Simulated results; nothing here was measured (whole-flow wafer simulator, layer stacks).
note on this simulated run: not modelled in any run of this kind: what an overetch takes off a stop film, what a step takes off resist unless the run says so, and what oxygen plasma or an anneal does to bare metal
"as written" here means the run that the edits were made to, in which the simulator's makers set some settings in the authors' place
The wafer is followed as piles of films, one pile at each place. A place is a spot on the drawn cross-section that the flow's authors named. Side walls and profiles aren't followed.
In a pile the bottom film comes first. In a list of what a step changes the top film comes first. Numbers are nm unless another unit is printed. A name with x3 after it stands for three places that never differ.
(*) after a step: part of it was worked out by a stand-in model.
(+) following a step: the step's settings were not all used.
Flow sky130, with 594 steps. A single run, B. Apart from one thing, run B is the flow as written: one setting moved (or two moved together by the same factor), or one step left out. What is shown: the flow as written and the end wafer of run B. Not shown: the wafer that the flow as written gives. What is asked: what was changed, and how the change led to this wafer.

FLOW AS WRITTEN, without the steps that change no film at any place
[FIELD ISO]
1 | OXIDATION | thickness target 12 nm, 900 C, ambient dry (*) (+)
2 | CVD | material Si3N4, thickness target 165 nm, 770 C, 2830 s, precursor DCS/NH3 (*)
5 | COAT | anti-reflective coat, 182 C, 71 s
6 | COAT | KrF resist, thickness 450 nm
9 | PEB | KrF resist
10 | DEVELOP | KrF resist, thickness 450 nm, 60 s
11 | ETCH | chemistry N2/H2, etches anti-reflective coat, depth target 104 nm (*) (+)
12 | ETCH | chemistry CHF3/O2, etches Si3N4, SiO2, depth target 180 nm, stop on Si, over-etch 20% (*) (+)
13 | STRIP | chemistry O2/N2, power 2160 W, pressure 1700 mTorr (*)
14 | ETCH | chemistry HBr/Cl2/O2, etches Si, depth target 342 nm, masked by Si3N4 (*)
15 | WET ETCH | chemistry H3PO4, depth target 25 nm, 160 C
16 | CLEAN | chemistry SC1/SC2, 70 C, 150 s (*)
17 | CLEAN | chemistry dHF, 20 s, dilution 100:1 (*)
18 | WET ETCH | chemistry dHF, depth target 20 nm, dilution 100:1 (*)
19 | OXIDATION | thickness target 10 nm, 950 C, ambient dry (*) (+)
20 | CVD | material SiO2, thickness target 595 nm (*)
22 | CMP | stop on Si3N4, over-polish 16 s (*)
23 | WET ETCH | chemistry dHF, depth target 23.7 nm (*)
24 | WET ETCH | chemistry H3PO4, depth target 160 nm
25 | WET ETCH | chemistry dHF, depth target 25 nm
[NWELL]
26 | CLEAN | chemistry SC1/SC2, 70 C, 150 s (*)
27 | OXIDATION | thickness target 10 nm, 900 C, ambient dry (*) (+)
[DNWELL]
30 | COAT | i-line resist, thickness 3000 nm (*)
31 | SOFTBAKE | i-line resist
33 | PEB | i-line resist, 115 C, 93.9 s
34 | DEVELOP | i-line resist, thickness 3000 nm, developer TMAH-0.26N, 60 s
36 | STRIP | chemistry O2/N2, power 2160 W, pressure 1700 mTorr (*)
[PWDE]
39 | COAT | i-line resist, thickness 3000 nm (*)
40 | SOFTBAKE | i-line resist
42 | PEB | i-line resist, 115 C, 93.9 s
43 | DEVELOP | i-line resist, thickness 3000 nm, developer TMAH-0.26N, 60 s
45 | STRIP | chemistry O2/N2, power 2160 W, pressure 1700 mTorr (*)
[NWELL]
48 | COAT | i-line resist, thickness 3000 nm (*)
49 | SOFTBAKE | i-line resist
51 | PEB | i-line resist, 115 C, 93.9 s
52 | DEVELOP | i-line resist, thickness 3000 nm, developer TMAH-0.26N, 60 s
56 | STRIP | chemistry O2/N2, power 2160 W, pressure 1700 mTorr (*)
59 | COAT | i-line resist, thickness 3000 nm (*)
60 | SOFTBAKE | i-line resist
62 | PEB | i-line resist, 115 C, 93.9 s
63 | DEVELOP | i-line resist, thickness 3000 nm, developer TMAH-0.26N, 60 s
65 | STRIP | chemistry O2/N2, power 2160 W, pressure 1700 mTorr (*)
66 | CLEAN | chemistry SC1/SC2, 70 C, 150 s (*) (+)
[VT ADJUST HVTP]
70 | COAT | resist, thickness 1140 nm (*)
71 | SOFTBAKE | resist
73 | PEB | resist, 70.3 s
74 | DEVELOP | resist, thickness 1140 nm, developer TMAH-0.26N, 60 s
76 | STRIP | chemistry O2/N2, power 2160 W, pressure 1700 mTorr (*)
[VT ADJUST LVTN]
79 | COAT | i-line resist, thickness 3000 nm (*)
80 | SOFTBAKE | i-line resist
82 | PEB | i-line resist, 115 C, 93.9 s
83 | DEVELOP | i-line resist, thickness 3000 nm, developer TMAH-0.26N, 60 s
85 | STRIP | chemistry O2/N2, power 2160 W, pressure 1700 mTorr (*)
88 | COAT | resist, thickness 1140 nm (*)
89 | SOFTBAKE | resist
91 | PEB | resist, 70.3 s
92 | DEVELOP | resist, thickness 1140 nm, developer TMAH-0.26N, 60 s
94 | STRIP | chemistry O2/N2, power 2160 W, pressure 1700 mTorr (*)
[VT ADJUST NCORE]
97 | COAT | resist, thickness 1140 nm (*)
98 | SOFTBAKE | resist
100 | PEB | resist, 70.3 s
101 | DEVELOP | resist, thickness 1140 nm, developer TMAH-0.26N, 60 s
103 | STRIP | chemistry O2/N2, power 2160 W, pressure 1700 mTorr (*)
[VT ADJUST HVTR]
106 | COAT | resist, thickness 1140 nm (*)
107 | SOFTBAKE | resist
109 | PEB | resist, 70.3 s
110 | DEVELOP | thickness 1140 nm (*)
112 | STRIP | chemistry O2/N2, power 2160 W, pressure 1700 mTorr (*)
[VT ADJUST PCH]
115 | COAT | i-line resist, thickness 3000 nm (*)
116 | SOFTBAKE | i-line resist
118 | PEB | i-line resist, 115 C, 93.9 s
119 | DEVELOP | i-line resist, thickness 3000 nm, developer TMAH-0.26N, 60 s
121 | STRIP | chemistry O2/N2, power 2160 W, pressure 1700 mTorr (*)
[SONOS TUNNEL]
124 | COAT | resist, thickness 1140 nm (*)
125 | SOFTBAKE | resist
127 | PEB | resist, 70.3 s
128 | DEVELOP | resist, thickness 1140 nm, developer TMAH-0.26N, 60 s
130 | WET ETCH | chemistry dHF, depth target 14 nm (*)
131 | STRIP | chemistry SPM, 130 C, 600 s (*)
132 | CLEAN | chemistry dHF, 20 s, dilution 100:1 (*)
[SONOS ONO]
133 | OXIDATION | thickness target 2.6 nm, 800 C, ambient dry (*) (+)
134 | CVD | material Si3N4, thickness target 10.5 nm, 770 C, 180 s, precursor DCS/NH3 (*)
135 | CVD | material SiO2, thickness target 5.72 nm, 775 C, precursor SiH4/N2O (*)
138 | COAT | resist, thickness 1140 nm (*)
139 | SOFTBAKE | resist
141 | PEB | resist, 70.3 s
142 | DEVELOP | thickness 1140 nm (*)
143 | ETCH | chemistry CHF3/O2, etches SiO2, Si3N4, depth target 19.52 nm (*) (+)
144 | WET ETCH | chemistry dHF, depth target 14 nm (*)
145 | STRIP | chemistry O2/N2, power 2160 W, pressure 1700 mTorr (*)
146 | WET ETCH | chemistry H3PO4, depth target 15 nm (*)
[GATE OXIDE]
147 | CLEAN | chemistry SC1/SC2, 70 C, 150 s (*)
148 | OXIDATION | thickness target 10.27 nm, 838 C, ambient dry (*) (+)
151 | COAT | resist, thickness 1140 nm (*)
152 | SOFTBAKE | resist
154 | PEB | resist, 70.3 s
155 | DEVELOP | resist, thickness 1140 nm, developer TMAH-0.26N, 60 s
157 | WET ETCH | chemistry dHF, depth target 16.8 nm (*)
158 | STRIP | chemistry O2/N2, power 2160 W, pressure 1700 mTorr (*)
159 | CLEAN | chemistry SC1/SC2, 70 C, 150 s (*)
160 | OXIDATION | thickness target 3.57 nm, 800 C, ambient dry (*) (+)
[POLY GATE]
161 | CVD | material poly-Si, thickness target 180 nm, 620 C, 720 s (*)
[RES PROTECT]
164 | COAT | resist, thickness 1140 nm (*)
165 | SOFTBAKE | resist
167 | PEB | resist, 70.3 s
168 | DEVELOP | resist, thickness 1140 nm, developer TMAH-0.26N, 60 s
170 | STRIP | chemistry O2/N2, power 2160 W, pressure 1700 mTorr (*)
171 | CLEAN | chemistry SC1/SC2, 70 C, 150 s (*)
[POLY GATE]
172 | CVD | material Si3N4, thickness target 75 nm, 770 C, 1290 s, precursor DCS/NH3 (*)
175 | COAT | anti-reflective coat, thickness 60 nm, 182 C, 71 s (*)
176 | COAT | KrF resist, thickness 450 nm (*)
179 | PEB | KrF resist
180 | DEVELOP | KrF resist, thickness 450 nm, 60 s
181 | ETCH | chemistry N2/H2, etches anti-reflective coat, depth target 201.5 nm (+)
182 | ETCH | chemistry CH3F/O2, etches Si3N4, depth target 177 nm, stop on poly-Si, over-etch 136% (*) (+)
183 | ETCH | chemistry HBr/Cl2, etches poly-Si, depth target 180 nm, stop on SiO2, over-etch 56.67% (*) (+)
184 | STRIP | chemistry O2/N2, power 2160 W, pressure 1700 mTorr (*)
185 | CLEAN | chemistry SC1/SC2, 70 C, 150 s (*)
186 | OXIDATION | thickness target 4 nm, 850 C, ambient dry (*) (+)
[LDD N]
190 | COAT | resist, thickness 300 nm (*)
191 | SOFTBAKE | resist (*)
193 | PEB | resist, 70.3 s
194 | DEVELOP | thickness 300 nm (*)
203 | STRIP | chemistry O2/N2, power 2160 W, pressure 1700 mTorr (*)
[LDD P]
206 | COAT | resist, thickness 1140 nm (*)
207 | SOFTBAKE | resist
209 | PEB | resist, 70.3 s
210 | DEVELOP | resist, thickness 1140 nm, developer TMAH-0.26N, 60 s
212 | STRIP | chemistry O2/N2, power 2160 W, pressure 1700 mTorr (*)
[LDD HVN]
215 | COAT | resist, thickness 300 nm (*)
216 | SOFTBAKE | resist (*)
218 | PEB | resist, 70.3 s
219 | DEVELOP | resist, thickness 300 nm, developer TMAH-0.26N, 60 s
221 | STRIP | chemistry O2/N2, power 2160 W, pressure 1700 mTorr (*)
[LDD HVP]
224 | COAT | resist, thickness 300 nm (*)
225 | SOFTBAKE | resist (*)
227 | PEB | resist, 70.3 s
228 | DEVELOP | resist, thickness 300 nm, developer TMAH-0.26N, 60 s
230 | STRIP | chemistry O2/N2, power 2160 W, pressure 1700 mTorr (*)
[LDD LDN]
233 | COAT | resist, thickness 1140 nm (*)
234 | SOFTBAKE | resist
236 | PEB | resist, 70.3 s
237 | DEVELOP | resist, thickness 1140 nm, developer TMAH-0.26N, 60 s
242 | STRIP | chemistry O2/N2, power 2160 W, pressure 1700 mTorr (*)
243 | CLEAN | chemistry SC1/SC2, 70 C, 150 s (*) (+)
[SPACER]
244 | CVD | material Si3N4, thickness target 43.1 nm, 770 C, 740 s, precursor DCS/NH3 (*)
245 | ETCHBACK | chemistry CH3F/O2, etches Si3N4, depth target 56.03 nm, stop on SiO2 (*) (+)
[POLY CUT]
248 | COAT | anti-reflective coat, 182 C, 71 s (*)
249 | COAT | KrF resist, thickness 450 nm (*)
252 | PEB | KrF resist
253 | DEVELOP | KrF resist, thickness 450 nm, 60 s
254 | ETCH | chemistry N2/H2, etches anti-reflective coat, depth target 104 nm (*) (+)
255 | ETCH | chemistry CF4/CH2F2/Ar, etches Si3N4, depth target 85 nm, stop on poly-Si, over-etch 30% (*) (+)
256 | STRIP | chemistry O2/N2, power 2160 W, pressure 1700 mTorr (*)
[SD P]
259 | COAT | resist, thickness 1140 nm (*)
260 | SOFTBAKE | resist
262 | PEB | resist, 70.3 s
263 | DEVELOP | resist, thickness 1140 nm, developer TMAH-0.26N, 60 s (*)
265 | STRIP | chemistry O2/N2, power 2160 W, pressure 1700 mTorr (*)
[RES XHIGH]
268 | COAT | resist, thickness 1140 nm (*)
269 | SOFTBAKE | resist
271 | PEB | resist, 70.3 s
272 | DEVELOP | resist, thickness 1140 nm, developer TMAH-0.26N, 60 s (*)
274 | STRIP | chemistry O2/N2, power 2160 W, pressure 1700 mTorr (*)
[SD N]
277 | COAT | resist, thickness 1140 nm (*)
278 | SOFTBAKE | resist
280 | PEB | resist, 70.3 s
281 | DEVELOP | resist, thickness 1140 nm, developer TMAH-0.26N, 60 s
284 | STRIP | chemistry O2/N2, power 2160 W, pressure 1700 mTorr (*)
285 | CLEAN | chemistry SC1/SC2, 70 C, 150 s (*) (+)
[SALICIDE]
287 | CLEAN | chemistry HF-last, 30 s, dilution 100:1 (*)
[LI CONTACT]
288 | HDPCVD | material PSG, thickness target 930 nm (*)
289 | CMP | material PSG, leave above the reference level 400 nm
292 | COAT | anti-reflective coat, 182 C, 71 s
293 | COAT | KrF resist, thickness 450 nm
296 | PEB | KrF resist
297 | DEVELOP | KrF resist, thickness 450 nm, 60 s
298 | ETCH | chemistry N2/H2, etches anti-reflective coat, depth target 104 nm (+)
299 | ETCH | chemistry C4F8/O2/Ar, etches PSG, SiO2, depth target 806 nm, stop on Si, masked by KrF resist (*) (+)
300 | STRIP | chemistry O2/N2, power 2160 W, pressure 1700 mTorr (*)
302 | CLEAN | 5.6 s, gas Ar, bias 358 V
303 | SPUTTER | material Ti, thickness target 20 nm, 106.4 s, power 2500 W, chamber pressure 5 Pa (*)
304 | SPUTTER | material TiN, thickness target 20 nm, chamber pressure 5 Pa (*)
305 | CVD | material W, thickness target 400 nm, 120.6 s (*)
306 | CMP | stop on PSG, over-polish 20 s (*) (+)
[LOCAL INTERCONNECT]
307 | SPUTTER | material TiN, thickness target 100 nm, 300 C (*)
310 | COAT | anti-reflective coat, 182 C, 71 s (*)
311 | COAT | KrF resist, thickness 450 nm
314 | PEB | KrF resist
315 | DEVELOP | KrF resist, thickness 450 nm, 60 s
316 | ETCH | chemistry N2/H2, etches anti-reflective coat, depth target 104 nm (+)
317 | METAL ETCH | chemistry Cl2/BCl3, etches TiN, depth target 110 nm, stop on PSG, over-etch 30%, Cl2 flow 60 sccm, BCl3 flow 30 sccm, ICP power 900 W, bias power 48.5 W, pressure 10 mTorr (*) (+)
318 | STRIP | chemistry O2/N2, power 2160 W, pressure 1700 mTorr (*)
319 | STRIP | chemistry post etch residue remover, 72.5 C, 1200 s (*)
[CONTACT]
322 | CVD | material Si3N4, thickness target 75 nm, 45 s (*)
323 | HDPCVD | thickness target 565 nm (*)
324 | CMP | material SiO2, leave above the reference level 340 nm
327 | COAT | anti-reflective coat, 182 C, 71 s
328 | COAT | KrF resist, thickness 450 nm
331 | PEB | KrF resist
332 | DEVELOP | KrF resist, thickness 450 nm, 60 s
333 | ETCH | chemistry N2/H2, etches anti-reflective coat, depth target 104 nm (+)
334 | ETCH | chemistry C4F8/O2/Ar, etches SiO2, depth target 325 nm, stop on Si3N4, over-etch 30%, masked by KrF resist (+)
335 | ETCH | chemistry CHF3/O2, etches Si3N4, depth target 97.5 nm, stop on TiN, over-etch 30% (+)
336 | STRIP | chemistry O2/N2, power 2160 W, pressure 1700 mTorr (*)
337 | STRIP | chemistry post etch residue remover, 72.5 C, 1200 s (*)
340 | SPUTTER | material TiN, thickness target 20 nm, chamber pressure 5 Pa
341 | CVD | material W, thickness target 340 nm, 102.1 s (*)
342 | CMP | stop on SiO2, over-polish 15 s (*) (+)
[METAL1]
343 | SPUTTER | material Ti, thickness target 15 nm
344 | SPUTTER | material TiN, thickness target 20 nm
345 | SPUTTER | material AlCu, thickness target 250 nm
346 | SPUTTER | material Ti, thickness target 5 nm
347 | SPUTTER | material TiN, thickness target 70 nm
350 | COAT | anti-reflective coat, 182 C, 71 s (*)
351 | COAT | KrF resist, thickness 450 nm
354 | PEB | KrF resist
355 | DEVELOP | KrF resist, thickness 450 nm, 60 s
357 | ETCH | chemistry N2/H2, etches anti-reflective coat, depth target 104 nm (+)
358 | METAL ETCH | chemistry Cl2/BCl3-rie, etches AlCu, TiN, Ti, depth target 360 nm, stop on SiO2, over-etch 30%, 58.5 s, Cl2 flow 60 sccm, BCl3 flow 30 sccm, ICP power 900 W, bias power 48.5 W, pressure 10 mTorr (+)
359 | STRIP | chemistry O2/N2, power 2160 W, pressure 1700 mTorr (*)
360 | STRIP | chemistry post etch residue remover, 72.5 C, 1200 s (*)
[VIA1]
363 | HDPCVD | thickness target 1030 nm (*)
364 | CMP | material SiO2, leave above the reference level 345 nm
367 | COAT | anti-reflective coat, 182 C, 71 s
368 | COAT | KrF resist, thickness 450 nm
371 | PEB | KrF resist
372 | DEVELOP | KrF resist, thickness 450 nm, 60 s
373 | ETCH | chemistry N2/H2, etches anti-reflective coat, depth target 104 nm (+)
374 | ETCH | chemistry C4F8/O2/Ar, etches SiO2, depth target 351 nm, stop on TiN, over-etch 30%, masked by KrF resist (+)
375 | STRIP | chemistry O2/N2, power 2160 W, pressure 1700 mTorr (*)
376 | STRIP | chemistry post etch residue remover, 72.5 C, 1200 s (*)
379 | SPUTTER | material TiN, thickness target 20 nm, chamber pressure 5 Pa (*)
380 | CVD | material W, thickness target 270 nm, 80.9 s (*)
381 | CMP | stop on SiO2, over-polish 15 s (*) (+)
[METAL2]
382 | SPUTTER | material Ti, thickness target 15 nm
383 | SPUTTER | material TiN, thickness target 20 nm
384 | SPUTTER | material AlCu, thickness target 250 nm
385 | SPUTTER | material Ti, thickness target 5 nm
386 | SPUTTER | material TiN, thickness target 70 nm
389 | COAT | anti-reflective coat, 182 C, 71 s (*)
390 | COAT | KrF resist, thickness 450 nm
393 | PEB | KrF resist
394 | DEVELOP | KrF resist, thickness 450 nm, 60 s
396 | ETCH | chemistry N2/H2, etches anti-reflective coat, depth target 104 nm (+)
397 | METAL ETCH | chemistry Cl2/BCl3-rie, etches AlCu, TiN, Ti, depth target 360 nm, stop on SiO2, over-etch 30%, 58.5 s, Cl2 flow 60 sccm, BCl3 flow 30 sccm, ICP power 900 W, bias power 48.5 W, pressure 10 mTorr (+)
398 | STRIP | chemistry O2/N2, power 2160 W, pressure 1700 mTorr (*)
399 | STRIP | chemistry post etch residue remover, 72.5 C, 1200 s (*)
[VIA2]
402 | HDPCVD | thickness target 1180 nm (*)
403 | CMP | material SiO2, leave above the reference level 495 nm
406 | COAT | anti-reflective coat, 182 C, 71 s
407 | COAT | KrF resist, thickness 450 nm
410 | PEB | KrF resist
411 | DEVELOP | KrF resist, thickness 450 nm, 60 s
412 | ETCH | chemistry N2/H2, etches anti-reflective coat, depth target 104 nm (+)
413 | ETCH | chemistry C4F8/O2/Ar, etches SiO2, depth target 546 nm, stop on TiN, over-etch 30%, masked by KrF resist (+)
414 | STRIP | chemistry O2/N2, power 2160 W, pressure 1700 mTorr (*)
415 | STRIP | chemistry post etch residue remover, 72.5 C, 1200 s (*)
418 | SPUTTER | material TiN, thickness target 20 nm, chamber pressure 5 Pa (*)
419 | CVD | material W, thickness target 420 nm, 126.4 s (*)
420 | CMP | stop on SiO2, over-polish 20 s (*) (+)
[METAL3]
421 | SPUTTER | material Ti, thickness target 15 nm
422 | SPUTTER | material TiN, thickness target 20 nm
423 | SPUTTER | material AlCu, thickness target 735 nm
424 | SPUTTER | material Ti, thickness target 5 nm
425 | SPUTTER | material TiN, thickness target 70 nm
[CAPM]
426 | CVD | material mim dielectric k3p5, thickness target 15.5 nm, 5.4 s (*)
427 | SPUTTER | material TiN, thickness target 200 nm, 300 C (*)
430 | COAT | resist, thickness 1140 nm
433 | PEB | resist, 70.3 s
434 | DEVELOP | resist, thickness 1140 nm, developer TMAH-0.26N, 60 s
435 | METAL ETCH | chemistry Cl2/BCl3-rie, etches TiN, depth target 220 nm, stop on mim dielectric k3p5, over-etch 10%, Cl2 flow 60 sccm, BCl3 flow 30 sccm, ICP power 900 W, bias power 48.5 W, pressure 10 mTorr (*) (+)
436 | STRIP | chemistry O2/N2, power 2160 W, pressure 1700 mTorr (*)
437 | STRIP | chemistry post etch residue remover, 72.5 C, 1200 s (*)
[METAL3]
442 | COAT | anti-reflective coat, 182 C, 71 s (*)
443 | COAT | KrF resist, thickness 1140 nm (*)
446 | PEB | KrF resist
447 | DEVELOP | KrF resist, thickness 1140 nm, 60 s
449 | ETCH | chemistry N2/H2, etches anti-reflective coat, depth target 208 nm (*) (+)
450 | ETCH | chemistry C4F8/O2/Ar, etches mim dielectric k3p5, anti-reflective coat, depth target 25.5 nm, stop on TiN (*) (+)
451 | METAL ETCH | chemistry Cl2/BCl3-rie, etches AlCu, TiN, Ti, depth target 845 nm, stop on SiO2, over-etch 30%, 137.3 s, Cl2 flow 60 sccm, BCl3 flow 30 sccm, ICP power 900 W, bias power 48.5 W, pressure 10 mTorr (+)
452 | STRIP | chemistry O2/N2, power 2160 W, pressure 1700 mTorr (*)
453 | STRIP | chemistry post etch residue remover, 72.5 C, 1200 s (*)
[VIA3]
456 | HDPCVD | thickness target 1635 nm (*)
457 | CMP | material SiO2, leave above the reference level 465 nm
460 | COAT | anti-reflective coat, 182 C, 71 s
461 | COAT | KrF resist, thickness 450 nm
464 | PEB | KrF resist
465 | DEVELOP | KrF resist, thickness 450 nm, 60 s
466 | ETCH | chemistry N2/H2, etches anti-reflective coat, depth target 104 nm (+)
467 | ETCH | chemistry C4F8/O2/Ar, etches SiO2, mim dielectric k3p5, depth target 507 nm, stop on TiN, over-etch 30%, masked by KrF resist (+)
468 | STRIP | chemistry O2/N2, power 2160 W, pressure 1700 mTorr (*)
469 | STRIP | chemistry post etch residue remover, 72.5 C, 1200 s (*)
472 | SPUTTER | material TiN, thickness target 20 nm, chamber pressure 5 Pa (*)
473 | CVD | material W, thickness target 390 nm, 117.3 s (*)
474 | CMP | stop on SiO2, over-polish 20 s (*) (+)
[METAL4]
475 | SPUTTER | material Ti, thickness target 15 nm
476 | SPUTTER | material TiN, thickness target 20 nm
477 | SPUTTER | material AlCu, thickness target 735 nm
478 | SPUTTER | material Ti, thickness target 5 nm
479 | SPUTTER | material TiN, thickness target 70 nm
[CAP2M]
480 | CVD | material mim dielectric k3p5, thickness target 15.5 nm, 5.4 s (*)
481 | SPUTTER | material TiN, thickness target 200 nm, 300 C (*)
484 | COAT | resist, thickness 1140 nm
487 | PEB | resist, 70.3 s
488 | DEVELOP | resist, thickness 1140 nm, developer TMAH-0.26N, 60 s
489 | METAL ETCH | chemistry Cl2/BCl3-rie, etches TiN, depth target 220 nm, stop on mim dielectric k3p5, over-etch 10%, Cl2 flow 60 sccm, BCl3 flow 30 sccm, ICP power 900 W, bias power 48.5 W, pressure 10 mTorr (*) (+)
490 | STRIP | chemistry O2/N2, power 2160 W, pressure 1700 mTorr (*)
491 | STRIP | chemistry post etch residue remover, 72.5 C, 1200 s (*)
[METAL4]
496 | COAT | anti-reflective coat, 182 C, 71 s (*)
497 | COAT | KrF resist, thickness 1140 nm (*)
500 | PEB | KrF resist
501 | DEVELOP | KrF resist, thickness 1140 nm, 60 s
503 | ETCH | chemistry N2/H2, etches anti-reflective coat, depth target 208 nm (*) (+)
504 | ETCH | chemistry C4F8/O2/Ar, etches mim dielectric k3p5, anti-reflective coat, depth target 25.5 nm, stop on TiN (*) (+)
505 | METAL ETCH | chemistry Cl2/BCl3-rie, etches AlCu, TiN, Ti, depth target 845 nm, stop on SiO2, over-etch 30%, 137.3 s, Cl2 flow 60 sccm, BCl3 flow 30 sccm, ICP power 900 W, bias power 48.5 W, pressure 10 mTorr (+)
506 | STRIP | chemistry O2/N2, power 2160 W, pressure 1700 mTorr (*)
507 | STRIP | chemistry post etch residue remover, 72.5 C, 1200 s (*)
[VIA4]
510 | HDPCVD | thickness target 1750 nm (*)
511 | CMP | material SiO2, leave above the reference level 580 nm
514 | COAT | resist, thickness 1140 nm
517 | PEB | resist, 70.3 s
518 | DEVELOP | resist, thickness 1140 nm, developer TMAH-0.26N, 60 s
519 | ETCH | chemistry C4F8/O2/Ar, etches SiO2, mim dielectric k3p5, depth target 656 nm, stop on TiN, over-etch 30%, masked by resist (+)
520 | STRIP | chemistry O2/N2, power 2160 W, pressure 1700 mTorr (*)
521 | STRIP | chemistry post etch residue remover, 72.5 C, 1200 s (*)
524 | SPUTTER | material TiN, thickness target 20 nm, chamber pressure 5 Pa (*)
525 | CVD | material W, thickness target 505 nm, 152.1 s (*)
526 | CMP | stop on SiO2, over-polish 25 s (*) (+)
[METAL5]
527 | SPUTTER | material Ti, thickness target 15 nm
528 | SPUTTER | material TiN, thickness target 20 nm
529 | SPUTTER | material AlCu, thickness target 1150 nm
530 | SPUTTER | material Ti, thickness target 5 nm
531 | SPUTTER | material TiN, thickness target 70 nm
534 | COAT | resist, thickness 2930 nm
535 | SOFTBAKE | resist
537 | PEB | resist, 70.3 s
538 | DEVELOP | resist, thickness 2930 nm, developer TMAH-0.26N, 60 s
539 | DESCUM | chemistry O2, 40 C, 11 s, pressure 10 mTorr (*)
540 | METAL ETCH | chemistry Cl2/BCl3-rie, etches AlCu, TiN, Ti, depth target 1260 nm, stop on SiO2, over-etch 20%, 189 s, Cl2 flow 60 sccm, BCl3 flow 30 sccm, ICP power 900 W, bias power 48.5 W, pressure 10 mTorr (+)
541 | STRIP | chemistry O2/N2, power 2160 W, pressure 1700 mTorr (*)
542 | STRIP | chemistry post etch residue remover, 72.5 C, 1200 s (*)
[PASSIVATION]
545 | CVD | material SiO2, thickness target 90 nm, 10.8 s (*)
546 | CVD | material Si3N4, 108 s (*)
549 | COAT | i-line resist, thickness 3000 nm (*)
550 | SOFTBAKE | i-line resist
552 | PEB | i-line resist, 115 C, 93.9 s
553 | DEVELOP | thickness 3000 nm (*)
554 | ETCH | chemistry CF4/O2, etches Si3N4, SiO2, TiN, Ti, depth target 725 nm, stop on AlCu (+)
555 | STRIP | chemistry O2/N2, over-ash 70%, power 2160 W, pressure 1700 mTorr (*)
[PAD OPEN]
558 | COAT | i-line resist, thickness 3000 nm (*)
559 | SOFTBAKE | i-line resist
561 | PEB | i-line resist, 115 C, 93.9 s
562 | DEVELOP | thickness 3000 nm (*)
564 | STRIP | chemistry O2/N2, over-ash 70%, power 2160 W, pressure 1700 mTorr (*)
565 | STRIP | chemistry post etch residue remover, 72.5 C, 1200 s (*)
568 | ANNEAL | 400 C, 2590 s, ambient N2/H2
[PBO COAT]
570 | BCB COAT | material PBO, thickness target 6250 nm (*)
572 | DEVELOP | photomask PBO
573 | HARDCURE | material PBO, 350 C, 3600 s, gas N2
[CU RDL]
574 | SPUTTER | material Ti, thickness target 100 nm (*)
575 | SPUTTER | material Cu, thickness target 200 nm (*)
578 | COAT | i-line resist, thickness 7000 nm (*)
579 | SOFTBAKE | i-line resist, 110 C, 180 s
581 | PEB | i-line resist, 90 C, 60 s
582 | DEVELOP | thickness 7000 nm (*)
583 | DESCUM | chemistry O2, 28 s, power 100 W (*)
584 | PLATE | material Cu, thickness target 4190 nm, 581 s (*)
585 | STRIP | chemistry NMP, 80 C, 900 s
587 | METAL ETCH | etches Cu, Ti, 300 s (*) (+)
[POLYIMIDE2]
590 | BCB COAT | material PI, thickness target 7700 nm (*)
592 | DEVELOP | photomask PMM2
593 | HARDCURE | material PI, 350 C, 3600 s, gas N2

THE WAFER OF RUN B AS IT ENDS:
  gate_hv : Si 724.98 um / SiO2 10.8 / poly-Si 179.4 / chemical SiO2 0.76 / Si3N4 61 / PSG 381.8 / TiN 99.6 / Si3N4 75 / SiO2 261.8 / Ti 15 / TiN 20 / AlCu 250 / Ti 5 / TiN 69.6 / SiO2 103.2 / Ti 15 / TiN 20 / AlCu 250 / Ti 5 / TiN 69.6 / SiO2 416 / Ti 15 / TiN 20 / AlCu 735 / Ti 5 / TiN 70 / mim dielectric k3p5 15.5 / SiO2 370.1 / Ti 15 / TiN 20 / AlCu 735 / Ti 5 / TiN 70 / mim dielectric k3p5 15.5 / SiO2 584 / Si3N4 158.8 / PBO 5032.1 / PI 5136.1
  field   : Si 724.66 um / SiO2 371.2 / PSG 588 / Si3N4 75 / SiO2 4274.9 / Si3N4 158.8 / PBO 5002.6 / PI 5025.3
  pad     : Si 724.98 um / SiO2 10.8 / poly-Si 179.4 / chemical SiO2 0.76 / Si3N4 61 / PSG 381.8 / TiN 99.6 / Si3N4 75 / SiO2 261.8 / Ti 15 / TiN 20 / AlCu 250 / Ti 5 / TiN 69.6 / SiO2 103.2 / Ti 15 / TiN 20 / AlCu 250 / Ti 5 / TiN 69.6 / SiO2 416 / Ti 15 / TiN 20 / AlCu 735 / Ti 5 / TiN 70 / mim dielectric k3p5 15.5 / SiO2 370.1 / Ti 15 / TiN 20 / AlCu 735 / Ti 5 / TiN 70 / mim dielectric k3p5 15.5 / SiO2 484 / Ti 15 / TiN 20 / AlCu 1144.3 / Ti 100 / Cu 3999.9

What caused this: step 364, CMP: leave above the reference level 181 nm was run, while the flow as written has leave above the reference level 345 nm.

The path from the change to this, step by step:
  364 | CMP | material SiO2, leave above the reference level 345 nm
      n_well, p_well, gate_hv and 100 more: SiO2 loses 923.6 (in the flow as written it would be: SiO2 loses 759.6)
      field, active, gate and 81 more: SiO2 loses 553.1 (in the flow as written it would be: SiO2 loses 389.1)
      (also at 4 further places)
  374 | ETCH | chemistry C4F8/O2/Ar, etches SiO2, depth target 351 nm, stop on TiN, over-etch 30%, masked by KrF resist (+)
      field, active, n_well and 186 more: KrF resist loses 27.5 (in the flow as written it would be: KrF resist loses 70.1)
      m1, via1_hole: SiO2 loses 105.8 (all of it) (in the flow as written it would be: SiO2 loses 269.8 (all of it))
  375 | STRIP | chemistry O2/N2, power 2160 W, pressure 1700 mTorr (*)
      field, active, n_well and 186 more: KrF resist loses 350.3 (all of it), anti-reflective coat loses 80 (all of it) (in the flow as written it would be: KrF resist loses 307.7 (all of it), anti-reflective coat loses 80 (all of it))
  379 | SPUTTER | material TiN, thickness target 20 nm, chamber pressure 5 Pa (*)
      m1: TiN gains 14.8 (in the flow as written it would be: TiN gains 11)
      via1_hole: TiN gains 14.8 (in the flow as written it would be: TiN gains 10.9)
  380 | CVD | material W, thickness target 270 nm, 80.9 s (*)
      m1: W gains 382 (new film) (in the flow as written it would be: W gains 549.9 (new film))
      via1_hole: W gains 382.1 (new film) (in the flow as written it would be: W gains 549.9 (new film))
